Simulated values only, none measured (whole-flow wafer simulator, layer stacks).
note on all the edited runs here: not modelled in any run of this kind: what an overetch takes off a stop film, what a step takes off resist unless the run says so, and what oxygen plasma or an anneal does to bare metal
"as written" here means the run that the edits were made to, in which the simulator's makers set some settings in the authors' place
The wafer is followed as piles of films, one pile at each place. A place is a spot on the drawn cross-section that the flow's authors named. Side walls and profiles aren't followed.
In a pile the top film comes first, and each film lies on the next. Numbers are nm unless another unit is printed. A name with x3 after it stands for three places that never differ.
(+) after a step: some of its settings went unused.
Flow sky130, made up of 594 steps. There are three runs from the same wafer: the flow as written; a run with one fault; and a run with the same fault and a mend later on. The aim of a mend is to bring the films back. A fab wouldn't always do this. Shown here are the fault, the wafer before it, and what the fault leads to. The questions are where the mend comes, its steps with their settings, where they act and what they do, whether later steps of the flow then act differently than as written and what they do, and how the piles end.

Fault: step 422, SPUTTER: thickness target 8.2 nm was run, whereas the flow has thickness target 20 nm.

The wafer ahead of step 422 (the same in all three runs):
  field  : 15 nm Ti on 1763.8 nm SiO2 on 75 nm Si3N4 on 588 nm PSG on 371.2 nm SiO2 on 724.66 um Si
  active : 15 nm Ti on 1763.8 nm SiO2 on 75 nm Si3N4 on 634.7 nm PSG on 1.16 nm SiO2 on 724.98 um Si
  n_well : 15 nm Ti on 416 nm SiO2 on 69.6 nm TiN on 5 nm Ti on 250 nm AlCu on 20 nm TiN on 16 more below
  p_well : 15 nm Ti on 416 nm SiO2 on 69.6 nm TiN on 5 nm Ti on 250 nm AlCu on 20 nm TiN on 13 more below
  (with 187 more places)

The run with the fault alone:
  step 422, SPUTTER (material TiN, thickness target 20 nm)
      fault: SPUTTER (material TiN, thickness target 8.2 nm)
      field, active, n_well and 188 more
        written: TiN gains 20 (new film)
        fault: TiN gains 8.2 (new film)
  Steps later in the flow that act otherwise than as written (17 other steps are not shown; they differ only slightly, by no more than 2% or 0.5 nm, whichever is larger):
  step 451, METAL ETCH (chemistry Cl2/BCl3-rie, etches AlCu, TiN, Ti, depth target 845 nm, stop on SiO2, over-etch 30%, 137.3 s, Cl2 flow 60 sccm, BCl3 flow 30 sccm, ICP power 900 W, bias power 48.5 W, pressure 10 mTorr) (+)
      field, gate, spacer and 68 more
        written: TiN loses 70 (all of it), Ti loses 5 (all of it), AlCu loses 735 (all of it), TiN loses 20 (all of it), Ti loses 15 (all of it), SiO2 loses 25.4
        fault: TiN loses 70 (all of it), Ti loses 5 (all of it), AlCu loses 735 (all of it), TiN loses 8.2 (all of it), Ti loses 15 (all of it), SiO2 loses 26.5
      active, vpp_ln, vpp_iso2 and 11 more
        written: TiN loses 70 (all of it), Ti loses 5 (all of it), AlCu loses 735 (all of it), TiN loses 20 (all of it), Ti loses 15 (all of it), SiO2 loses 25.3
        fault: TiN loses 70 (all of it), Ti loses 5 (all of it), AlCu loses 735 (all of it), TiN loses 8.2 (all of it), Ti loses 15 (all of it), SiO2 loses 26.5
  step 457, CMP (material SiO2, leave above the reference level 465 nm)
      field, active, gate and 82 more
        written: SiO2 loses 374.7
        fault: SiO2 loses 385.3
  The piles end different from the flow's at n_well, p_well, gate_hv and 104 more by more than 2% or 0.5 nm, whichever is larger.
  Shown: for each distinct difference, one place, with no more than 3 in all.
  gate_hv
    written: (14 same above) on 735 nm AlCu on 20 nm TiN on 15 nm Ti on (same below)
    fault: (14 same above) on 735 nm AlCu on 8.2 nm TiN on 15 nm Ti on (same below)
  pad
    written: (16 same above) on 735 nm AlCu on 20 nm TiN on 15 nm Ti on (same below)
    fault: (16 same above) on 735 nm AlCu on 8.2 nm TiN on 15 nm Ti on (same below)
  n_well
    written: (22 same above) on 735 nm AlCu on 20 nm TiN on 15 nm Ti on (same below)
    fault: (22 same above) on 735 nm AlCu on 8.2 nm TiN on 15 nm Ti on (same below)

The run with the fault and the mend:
  The mend stands after step 422.
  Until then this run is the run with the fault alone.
  step 422a, SPUTTER (material TiN, thickness target 11.8 nm) (a further turn of the flow's step 422, with different settings)
      field, active, n_well and 188 more
        TiN gains 11.8
  None of the later steps of the flow acts differently than as written at any place that is followed.
  At every place that both follow, the piles at the end match the flow's.
